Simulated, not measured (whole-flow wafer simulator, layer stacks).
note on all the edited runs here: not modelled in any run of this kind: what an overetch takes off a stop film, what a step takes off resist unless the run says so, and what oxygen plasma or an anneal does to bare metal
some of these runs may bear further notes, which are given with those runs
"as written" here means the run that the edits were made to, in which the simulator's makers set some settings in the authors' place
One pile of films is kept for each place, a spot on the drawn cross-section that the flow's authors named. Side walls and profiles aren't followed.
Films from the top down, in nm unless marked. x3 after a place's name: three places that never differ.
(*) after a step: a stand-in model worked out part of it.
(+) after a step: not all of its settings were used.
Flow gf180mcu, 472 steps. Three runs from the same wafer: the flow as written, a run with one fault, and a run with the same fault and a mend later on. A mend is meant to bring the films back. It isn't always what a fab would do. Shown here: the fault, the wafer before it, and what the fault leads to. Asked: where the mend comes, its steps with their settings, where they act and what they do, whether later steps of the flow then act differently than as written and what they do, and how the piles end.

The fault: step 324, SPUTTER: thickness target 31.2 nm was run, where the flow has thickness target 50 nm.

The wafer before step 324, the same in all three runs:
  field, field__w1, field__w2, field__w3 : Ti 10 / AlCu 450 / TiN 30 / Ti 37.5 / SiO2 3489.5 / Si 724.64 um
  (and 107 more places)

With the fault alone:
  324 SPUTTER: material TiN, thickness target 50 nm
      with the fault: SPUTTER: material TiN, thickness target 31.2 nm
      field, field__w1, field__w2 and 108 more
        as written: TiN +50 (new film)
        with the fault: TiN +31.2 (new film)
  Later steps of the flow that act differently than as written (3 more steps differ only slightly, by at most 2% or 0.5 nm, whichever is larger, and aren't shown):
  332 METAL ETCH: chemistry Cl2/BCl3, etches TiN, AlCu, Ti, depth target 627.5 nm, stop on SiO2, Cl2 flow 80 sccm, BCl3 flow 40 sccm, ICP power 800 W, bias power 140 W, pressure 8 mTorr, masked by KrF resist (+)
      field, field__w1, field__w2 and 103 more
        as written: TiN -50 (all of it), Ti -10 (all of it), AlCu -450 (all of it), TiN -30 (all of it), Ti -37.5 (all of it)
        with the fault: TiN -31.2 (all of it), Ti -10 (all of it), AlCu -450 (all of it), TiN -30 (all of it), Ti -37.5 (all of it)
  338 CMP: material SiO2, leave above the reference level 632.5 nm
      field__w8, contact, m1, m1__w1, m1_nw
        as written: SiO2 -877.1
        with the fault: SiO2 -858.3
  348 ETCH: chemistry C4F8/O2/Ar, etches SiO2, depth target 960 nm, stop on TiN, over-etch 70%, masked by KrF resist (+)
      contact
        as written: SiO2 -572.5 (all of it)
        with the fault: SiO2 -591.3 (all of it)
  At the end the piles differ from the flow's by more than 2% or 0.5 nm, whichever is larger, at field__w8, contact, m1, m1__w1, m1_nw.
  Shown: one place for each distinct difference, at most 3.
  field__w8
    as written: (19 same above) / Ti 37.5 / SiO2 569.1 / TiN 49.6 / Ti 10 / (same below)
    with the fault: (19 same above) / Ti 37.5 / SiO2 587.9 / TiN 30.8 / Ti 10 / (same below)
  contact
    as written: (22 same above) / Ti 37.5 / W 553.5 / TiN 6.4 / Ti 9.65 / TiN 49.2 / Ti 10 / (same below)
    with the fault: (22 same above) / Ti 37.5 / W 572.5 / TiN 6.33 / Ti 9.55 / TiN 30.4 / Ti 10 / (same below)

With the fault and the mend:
  The mend comes after step 331.
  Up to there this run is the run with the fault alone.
  331a STRIP: chemistry O2/N2, power 2160 W, pressure 1700 mTorr (*)
      field__w8, contact, m1, m1__w1, m1_nw
        KrF resist -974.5 (all of it)
  331b SPUTTER: material TiN, thickness target 18.8 nm (the flow's step 324 once more, with other settings)
      field, field__w1, field__w2 and 108 more
        TiN +18.8
  331c HMDS: 120 C, 60 s (the flow's step 326 once more)
      changes no film at any place that is followed
  331d COAT: KrF resist, thickness 1000 nm (the flow's step 327 once more)
      field, field__w1, field__w2 and 108 more
        KrF resist +1000 (new film)
  331e SOFTBAKE: KrF resist (the flow's step 328 once more)
      changes no film at any place that is followed
  331f EXPOSE: photomask Metal3 (the flow's step 329 once more)
      changes no film at any place that is followed
  331g PEB: KrF resist, 135 C, 90 s (the flow's step 330 once more)
      field, field__w1, field__w2 and 108 more
        KrF resist -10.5
  331h DEVELOP: thickness 1000 nm, 60 s (the flow's step 331 once more)
      field, field__w1, field__w2 and 103 more
        KrF resist -989.5 (all of it)
      field__w8, contact, m1, m1__w1, m1_nw
        KrF resist -14.9
  No later step of the flow acts differently than as written at any place that is followed.
  At the end the piles are the same as the flow's at every place that both follow.
